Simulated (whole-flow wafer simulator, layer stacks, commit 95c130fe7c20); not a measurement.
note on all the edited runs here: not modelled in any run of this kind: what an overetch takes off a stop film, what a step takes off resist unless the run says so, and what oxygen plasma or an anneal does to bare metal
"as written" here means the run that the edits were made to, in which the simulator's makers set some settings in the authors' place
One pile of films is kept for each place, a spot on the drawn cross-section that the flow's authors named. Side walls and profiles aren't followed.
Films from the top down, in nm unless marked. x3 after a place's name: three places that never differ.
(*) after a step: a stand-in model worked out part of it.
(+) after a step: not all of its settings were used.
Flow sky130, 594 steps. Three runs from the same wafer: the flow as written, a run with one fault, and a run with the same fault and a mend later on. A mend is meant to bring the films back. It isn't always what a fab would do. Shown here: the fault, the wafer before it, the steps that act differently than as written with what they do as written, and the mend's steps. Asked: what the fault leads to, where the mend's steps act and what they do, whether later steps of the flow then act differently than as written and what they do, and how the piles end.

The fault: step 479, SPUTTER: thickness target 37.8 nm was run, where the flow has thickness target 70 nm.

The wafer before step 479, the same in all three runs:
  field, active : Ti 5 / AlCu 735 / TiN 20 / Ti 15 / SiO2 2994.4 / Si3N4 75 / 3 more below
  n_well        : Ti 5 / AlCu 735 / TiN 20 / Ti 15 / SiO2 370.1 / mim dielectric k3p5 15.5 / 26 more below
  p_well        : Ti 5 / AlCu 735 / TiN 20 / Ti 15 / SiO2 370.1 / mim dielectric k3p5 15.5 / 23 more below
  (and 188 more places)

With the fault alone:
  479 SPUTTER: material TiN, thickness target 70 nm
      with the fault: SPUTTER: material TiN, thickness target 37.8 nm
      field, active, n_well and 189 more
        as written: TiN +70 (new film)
        with the fault: TiN +37.8 (new film)
  Later steps of the flow that act differently than as written (14 more steps differ only slightly, by at most 2% or 0.5 nm, whichever is larger, and aren't shown):
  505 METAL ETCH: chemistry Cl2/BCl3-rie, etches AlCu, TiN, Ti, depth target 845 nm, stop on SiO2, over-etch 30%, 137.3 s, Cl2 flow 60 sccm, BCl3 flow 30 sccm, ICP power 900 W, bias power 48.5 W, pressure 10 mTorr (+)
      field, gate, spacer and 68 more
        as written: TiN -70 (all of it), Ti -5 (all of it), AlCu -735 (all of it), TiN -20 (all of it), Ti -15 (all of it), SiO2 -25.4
        with the fault: TiN -37.8 (all of it), Ti -5 (all of it), AlCu -735 (all of it), TiN -20 (all of it), Ti -15 (all of it), SiO2 -28.6
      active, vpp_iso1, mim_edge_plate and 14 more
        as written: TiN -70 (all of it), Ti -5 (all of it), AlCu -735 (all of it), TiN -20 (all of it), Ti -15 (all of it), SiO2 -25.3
        with the fault: TiN -37.8 (all of it), Ti -5 (all of it), AlCu -735 (all of it), TiN -20 (all of it), Ti -15 (all of it), SiO2 -28.6
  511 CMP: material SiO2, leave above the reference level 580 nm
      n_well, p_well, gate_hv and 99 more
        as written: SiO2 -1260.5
        with the fault: SiO2 -1228.3
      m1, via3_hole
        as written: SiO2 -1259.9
        with the fault: SiO2 -1227.7
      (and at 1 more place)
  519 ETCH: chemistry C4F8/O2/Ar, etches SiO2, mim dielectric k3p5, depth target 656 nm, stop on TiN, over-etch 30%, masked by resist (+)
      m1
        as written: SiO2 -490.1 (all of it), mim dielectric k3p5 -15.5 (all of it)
        with the fault: SiO2 -522.3 (all of it), mim dielectric k3p5 -15.5 (all of it)
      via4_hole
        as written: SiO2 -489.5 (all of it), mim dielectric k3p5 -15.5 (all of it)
        with the fault: SiO2 -521.7 (all of it), mim dielectric k3p5 -15.5 (all of it)
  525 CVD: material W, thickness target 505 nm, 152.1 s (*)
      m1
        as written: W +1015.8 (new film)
        with the fault: W +1048.2 (new film)
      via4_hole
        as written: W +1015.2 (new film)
        with the fault: W +1047.6 (new film)
  At the end the piles differ from the flow's by more than 2% or 0.5 nm, whichever is larger, at n_well, p_well, gate_hv and 102 more.
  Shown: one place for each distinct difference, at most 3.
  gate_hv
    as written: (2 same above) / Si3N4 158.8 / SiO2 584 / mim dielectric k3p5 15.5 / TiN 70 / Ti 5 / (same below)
    with the fault: (2 same above) / Si3N4 158.8 / SiO2 616.2 / mim dielectric k3p5 15.5 / TiN 37.8 / Ti 5 / (same below)
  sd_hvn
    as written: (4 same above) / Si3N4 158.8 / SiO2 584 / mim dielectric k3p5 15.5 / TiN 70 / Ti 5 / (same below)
    with the fault: (4 same above) / Si3N4 158.8 / SiO2 616.2 / mim dielectric k3p5 15.5 / TiN 37.8 / Ti 5 / (same below)
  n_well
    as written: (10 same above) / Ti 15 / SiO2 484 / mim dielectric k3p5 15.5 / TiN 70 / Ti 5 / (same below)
    with the fault: (10 same above) / Ti 15 / SiO2 516.2 / mim dielectric k3p5 15.5 / TiN 37.8 / Ti 5 / (same below)

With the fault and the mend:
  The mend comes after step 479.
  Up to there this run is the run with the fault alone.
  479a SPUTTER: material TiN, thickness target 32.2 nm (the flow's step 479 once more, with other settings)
      field, active, n_well and 189 more
        TiN +32.2
  No later step of the flow acts differently than as written at any place that is followed.
  At the end the piles are the same as the flow's at every place that both follow.
